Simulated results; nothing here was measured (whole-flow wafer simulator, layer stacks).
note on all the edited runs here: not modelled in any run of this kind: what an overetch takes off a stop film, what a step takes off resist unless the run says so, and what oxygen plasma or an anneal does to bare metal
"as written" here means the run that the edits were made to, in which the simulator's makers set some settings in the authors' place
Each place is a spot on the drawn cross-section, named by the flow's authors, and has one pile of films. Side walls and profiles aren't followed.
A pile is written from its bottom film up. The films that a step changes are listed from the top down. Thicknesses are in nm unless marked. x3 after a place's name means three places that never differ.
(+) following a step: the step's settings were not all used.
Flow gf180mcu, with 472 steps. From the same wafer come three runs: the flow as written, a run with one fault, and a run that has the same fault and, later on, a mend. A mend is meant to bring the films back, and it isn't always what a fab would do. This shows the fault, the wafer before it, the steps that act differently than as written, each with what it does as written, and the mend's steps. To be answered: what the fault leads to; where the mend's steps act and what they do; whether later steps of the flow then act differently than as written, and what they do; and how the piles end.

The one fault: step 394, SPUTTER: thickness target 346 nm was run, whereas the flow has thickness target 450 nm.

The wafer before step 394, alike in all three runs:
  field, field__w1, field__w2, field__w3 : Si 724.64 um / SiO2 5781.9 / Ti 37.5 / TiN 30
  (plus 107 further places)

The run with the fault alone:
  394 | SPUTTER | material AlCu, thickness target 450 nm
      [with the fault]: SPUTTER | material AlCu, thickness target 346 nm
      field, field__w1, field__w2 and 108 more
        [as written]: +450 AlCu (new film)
        [with the fault]: +346 AlCu (new film)
  Steps further on in the flow that do not act as written (not shown: 1 more step that differs only slightly, by at most 2% or 0.5 nm, whichever is larger):
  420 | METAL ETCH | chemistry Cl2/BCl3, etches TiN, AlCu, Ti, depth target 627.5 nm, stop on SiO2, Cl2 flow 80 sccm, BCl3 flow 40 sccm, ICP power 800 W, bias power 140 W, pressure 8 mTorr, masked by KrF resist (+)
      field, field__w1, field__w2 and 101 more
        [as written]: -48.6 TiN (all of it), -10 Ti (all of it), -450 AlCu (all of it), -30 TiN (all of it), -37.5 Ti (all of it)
        [with the fault]: -48.6 TiN (all of it), -10 Ti (all of it), -346 AlCu (all of it), -30 TiN (all of it), -37.5 Ti (all of it)
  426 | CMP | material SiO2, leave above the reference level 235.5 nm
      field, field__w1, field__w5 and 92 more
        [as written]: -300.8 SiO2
        [with the fault]: -404.8 SiO2
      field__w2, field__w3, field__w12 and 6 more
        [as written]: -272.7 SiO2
        [with the fault]: -381.4 SiO2
  At field__w4, field__w8, contact, m1, m1__w1, mim, mim_1p0, m1_nw, the piles at the end differ from the flow's by more than 2% or 0.5 nm, whichever is larger.
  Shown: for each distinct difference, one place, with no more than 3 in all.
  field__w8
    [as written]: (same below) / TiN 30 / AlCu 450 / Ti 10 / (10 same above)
    [with the fault]: (same below) / TiN 30 / AlCu 346 / Ti 10 / (10 same above)
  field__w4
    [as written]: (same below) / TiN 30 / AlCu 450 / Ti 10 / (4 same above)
    [with the fault]: (same below) / TiN 30 / AlCu 346 / Ti 10 / (4 same above)
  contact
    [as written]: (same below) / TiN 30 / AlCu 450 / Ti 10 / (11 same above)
    [with the fault]: (same below) / TiN 30 / AlCu 346 / Ti 10 / (11 same above)

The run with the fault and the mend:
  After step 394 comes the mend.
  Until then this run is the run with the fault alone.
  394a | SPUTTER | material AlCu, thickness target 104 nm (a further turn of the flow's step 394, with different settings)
      field, field__w1, field__w2 and 108 more
        +104 AlCu
  None of the later steps of the flow acts differently than as written at any place that is followed.
  At every place that both follow, the piles at the end match the flow's.
